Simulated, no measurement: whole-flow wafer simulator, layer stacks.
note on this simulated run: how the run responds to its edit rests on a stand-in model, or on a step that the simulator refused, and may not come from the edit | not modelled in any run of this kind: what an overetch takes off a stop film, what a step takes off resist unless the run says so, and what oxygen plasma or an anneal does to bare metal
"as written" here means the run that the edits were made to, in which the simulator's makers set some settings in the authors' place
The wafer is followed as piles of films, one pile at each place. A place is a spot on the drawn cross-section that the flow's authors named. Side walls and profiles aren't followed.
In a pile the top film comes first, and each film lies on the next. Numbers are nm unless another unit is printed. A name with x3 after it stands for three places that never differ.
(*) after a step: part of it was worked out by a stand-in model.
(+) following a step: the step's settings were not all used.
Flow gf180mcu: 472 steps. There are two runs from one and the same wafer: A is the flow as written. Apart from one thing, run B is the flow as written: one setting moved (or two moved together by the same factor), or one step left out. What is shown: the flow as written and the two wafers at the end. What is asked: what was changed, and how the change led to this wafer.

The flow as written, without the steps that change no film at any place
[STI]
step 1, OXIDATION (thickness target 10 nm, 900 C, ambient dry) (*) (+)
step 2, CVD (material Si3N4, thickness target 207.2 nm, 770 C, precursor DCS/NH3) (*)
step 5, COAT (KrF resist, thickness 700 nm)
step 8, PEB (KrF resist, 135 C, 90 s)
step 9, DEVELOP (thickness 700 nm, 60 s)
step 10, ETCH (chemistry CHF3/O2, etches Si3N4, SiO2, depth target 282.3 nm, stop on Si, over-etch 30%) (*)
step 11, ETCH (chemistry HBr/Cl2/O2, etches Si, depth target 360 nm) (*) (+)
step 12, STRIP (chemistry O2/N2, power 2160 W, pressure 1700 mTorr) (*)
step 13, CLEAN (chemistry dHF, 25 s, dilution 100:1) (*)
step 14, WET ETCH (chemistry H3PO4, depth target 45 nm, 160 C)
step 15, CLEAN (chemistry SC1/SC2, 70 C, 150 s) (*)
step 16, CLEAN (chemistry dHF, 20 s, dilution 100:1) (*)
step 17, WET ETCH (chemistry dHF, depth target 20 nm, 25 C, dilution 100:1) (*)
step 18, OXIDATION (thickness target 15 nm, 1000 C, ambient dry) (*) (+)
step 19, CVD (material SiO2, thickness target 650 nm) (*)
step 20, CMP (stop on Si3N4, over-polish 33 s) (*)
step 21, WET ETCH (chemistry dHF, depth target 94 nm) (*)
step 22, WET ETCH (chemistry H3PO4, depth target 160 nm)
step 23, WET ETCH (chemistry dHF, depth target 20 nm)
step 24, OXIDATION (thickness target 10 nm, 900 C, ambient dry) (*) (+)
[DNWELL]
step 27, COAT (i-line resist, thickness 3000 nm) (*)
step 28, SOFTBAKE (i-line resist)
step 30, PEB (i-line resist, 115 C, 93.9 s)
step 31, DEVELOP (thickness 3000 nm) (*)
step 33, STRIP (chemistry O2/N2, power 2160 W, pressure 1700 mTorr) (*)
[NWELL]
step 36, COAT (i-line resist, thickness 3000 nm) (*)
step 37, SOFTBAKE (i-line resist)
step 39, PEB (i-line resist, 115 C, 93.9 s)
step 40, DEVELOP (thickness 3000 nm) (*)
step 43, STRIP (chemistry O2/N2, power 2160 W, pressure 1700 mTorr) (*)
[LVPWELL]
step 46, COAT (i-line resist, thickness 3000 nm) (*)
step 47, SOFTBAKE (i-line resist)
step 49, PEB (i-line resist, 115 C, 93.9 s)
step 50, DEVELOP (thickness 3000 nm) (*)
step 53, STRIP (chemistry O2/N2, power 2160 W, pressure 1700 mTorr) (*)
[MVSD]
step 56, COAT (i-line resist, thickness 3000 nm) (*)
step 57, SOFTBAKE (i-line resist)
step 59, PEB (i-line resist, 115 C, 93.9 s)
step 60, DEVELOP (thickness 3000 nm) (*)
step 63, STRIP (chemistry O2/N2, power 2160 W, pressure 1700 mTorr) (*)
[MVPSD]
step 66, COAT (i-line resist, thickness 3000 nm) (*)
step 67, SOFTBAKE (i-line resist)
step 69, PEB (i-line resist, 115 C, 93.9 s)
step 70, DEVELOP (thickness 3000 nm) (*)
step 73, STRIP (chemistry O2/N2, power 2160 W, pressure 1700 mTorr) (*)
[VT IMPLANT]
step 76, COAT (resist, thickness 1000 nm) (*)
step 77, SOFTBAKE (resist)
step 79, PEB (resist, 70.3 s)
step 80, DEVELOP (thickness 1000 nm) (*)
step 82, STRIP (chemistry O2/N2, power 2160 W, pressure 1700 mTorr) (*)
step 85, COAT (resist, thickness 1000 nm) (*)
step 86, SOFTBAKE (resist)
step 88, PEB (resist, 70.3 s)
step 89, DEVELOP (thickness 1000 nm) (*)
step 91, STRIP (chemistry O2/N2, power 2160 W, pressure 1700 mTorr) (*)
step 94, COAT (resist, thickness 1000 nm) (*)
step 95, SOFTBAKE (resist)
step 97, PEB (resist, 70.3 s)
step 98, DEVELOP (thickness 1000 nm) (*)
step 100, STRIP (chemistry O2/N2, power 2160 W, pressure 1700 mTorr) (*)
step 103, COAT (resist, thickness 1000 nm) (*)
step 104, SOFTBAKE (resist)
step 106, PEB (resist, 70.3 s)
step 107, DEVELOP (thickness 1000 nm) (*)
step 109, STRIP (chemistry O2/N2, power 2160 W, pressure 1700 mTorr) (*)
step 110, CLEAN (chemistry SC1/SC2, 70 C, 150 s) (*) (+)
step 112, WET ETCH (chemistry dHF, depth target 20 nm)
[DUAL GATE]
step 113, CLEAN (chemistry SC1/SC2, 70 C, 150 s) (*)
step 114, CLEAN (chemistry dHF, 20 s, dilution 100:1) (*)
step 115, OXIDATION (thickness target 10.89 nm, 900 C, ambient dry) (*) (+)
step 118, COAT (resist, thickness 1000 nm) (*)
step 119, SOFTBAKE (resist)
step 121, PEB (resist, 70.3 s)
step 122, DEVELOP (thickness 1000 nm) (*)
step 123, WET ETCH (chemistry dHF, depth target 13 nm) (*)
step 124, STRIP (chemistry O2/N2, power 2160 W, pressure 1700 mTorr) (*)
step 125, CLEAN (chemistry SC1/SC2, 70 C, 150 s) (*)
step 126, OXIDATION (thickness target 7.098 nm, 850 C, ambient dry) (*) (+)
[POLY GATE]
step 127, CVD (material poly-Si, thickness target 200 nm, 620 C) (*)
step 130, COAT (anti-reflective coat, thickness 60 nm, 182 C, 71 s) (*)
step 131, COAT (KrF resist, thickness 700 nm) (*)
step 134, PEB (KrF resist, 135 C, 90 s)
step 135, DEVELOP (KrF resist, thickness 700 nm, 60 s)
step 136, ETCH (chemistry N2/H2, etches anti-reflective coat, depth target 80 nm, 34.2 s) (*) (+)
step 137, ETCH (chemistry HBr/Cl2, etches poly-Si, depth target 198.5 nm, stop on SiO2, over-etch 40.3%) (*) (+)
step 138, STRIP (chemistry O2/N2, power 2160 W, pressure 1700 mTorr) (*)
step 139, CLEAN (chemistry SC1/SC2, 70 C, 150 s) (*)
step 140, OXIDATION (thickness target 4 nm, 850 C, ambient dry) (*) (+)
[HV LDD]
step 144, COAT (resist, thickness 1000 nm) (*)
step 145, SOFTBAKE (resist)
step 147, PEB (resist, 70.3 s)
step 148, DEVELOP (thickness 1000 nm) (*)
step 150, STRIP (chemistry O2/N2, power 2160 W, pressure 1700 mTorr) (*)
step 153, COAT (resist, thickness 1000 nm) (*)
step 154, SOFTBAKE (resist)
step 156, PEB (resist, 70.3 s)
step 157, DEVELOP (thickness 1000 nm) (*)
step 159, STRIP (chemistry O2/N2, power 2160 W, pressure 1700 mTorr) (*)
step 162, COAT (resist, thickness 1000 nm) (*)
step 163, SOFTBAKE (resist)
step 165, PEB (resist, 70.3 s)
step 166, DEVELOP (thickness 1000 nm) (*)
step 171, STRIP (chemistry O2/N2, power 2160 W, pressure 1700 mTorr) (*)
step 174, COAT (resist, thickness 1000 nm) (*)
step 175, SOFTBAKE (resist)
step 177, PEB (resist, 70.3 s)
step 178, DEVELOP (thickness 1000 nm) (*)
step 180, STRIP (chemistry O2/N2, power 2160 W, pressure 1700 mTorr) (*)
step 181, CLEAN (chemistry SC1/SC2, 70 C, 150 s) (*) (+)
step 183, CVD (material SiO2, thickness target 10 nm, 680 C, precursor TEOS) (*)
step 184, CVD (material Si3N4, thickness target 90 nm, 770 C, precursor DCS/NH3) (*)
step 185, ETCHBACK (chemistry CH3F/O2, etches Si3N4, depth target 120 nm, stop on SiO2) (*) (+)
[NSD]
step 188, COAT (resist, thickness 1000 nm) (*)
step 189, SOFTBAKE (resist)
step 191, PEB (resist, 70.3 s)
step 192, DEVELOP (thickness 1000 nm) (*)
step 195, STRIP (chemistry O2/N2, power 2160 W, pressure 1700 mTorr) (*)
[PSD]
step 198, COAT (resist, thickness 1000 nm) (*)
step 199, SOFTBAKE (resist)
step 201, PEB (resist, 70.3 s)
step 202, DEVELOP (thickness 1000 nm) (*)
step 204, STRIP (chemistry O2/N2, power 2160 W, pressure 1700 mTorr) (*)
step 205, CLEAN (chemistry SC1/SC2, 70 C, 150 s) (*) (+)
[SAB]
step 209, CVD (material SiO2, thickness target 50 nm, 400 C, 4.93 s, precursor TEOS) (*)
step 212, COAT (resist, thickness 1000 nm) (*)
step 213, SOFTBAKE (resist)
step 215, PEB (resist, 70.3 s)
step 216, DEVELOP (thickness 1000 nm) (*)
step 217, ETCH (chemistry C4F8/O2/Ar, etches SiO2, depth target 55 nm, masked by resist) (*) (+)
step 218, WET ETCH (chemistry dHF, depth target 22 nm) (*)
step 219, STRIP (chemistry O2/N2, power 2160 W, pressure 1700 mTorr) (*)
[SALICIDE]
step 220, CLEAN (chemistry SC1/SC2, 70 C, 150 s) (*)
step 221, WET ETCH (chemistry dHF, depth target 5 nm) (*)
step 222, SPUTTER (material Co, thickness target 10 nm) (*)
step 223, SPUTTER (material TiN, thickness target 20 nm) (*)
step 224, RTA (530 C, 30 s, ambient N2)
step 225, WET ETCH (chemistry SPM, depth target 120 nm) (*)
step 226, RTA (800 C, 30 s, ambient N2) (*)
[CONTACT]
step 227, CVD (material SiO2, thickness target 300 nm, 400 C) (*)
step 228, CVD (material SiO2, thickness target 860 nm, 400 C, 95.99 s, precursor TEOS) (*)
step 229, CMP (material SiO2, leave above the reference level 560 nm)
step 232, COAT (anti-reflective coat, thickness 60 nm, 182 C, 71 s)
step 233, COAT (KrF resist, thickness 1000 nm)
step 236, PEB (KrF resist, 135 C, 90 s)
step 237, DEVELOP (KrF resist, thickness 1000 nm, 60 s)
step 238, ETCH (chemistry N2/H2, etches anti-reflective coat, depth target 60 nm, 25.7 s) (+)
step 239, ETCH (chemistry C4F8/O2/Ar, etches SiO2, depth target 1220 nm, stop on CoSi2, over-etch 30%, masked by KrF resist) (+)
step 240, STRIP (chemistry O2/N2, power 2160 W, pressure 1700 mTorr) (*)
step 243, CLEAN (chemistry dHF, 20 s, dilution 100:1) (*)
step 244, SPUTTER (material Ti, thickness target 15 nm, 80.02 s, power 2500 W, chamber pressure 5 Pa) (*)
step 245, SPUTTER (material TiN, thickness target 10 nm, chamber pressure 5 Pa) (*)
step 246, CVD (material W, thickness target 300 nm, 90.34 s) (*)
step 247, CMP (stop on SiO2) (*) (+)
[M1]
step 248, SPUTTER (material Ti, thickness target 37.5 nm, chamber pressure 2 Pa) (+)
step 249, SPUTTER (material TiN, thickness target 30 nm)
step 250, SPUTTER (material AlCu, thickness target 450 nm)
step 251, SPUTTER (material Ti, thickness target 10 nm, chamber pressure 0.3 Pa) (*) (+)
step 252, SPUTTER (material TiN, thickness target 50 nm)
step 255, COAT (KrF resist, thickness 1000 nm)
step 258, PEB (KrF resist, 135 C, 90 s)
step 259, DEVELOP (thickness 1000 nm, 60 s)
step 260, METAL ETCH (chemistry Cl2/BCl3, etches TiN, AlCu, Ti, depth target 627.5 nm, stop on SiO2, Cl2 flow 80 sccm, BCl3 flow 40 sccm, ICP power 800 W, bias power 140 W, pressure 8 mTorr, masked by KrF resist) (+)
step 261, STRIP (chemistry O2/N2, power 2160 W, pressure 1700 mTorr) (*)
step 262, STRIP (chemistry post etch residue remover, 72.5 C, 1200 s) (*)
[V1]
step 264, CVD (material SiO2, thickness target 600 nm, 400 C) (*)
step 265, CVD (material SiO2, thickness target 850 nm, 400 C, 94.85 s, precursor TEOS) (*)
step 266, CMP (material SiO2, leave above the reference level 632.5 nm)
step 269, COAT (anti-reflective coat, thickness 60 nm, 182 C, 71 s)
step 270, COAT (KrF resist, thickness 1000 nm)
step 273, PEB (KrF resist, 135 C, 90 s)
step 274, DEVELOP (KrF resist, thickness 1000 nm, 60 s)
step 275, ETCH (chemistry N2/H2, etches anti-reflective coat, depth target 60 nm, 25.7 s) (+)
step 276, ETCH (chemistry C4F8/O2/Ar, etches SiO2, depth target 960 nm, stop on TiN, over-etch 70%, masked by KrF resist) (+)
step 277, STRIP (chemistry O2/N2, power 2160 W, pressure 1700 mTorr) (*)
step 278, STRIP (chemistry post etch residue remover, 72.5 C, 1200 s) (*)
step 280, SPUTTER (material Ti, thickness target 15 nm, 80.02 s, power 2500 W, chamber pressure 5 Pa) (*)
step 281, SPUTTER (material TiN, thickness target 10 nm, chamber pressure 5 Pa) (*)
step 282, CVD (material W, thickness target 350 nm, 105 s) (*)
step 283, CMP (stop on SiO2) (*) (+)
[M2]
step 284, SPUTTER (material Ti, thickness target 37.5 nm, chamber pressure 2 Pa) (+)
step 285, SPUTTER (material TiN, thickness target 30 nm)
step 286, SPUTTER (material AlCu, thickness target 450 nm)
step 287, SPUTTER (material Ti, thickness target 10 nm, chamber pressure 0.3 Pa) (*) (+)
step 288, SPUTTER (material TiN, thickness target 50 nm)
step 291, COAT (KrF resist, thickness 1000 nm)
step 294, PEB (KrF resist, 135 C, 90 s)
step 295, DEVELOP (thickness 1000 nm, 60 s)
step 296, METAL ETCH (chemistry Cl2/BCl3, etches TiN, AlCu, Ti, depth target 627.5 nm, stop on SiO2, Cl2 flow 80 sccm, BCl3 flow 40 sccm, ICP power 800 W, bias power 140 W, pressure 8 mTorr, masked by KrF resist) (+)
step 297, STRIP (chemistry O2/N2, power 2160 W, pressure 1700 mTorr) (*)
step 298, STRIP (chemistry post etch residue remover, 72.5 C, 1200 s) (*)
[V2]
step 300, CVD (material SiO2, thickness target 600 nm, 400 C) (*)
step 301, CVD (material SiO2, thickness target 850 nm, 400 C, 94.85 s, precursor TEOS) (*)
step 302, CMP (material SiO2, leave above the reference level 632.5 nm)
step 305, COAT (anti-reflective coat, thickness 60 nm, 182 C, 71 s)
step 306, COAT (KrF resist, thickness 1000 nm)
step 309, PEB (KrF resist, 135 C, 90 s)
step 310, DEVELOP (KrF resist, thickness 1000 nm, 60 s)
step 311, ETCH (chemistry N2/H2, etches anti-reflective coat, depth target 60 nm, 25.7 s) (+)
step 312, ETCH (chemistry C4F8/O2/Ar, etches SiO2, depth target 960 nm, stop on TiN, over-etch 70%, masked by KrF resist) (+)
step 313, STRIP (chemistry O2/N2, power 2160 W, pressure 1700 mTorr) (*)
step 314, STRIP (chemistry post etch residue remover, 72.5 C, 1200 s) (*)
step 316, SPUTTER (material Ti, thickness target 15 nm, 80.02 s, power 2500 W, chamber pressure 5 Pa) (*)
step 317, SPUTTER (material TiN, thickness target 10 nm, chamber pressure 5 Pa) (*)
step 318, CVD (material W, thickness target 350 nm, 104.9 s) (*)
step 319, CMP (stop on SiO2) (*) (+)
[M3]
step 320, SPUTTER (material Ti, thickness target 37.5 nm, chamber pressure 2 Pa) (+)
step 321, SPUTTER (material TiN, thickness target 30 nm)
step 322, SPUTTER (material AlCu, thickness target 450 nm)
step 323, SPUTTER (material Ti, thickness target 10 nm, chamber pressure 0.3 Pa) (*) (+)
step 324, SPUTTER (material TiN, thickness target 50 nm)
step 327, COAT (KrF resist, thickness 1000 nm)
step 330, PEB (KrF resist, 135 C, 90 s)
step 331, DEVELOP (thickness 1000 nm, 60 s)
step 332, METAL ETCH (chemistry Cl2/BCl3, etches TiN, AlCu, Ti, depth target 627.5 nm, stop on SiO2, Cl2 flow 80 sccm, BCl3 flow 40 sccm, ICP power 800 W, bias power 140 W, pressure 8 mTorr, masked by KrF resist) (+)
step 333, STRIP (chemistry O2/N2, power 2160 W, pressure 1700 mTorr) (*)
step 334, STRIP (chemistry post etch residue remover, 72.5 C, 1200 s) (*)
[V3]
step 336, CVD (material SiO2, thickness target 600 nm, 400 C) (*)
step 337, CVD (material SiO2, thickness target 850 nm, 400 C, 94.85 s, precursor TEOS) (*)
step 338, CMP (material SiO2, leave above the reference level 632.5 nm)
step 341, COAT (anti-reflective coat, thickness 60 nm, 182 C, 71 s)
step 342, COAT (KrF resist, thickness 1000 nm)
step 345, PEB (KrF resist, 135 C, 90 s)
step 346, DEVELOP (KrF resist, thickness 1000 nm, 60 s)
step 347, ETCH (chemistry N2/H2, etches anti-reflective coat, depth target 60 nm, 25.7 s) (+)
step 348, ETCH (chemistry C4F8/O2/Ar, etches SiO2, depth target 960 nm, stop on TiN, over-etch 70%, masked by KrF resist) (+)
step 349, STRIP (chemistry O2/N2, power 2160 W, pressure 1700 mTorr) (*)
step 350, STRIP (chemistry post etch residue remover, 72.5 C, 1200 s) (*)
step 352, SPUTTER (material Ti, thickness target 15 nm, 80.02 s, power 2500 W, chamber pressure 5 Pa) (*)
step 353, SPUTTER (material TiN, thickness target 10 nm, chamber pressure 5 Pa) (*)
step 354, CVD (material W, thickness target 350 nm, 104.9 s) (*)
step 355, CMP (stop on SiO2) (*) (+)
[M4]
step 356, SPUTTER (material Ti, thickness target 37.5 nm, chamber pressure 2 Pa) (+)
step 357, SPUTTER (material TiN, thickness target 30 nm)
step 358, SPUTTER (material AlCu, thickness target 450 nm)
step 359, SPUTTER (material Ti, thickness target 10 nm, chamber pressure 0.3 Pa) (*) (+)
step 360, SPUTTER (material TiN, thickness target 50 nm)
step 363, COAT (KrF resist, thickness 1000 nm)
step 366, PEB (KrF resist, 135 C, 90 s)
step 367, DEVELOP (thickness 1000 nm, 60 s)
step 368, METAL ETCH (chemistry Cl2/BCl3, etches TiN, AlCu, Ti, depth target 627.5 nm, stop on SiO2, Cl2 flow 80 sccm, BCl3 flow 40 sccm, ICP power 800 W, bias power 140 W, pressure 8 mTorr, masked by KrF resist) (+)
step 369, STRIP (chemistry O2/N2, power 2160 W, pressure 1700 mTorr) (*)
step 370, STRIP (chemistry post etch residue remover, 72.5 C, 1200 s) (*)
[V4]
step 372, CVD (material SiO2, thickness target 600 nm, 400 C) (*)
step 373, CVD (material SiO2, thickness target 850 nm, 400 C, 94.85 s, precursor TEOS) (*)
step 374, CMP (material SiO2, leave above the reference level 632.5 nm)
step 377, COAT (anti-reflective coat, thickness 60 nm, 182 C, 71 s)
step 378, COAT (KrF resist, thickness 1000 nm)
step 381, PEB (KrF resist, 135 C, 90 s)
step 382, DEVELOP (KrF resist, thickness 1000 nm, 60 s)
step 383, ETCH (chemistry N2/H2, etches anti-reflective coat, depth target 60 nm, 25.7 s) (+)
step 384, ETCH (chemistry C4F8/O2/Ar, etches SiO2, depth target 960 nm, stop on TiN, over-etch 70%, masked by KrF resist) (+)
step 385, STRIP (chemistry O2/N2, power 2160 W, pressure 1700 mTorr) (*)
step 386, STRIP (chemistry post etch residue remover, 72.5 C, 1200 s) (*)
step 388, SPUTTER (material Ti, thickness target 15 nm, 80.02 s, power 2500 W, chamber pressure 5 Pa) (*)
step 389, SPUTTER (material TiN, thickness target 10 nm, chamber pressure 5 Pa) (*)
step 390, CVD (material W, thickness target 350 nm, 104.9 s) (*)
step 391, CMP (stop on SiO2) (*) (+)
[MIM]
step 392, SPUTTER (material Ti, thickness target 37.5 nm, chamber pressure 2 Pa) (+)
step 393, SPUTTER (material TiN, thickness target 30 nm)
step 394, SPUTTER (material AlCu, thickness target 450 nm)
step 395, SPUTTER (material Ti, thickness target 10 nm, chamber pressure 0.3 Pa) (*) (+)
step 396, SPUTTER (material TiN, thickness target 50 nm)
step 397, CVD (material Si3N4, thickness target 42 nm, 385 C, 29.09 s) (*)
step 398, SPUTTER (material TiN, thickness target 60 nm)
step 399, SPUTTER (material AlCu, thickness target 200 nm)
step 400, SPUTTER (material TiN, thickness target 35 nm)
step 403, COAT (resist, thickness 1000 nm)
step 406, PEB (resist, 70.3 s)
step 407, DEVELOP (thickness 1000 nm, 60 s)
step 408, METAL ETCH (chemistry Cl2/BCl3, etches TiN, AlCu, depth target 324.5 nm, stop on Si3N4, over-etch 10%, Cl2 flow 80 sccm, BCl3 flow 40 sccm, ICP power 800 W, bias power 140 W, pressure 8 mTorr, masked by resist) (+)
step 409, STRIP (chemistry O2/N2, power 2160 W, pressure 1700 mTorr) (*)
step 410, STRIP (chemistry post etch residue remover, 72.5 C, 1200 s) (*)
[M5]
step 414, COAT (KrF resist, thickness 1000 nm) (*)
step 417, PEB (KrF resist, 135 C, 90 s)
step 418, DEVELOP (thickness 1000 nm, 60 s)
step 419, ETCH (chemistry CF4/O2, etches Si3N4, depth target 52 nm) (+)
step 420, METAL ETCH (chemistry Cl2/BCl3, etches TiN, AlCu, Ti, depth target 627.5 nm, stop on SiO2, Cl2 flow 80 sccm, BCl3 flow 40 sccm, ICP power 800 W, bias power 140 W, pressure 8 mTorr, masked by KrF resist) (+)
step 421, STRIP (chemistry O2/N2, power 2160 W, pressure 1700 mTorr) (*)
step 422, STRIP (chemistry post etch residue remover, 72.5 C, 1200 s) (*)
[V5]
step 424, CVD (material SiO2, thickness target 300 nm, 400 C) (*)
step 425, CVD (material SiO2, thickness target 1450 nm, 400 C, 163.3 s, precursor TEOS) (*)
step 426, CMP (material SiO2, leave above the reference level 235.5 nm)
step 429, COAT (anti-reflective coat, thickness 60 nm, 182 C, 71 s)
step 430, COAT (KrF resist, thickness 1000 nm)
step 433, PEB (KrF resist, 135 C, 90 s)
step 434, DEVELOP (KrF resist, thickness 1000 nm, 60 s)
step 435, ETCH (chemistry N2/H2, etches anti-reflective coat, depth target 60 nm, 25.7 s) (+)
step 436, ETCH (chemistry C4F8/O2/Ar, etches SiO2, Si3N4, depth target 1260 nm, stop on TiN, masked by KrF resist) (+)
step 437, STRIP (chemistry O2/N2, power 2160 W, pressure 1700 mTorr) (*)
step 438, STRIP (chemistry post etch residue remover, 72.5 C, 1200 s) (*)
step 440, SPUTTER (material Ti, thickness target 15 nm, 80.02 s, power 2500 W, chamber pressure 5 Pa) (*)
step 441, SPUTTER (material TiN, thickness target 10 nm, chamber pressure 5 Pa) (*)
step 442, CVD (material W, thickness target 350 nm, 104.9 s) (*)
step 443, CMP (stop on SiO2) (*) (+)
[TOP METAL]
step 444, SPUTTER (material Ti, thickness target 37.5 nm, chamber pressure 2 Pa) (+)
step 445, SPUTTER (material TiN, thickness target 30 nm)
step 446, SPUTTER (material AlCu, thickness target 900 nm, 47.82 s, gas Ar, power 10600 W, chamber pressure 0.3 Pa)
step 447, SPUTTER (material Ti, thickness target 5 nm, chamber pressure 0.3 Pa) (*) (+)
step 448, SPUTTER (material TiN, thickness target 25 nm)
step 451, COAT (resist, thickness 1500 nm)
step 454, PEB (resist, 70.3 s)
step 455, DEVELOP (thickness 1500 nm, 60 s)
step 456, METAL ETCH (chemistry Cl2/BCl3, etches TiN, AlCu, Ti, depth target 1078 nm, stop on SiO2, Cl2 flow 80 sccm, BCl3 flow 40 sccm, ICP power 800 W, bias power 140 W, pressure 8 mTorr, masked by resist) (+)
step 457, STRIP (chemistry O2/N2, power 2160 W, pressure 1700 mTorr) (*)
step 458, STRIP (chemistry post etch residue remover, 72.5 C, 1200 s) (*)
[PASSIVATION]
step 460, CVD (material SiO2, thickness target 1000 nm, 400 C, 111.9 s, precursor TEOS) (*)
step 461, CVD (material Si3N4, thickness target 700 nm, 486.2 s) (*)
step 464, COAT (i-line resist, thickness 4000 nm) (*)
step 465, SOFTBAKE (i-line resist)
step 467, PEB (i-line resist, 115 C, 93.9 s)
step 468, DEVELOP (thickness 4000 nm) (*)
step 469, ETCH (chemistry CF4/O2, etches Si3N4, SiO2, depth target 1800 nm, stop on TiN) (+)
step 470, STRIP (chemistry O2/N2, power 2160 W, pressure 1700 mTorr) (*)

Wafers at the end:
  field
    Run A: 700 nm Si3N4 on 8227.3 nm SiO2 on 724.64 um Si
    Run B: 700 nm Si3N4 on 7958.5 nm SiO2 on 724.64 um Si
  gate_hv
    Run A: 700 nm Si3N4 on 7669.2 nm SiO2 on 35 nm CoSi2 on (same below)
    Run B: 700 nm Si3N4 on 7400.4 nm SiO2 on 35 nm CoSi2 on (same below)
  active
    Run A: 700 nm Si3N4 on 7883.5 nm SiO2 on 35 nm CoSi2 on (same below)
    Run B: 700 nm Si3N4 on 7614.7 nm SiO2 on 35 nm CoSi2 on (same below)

What caused this: step 338, CMP: leave above the reference level 363.7 nm was run, while the flow as written has leave above the reference level 632.5 nm.

The path from the change to this, step by step:
  step 338, CMP (material SiO2, leave above the reference level 632.5 nm)
      field, field__w1, field__w2 and 103 more: A SiO2 loses 300 | B SiO2 loses 568.8
      field__w8, contact, m1, m1__w1, m1_nw: A SiO2 loses 877.1 | B SiO2 loses 1145.9
  step 348, ETCH (chemistry C4F8/O2/Ar, etches SiO2, depth target 960 nm, stop on TiN, over-etch 70%, masked by KrF resist) (+)
      field, field__w1, field__w2 and 107 more: A KrF resist loses 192 | B KrF resist loses 103.2
      contact: A SiO2 loses 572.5 (all of it) | B SiO2 loses 303.7 (all of it)
  step 349, STRIP (chemistry O2/N2, power 2160 W, pressure 1700 mTorr) (*)
      field, field__w1, field__w2 and 107 more: A KrF resist loses 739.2 (all of it), anti-reflective coat loses 60 (all of it) | B KrF resist loses 827.9 (all of it), anti-reflective coat loses 60 (all of it)
  step 352, SPUTTER (material Ti, thickness target 15 nm, 80.02 s, power 2500 W, chamber pressure 5 Pa) (*)
      contact: A Ti gains 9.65 (new film) | B Ti gains 11.4 (new film)
  step 353, SPUTTER (material TiN, thickness target 10 nm, chamber pressure 5 Pa) (*)
      contact: A TiN gains 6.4 (new film) | B TiN gains 7.57 (new film)
  step 354, CVD (material W, thickness target 350 nm, 104.9 s) (*)
      contact: A W gains 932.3 (new film) | B W gains 660.6 (new film)
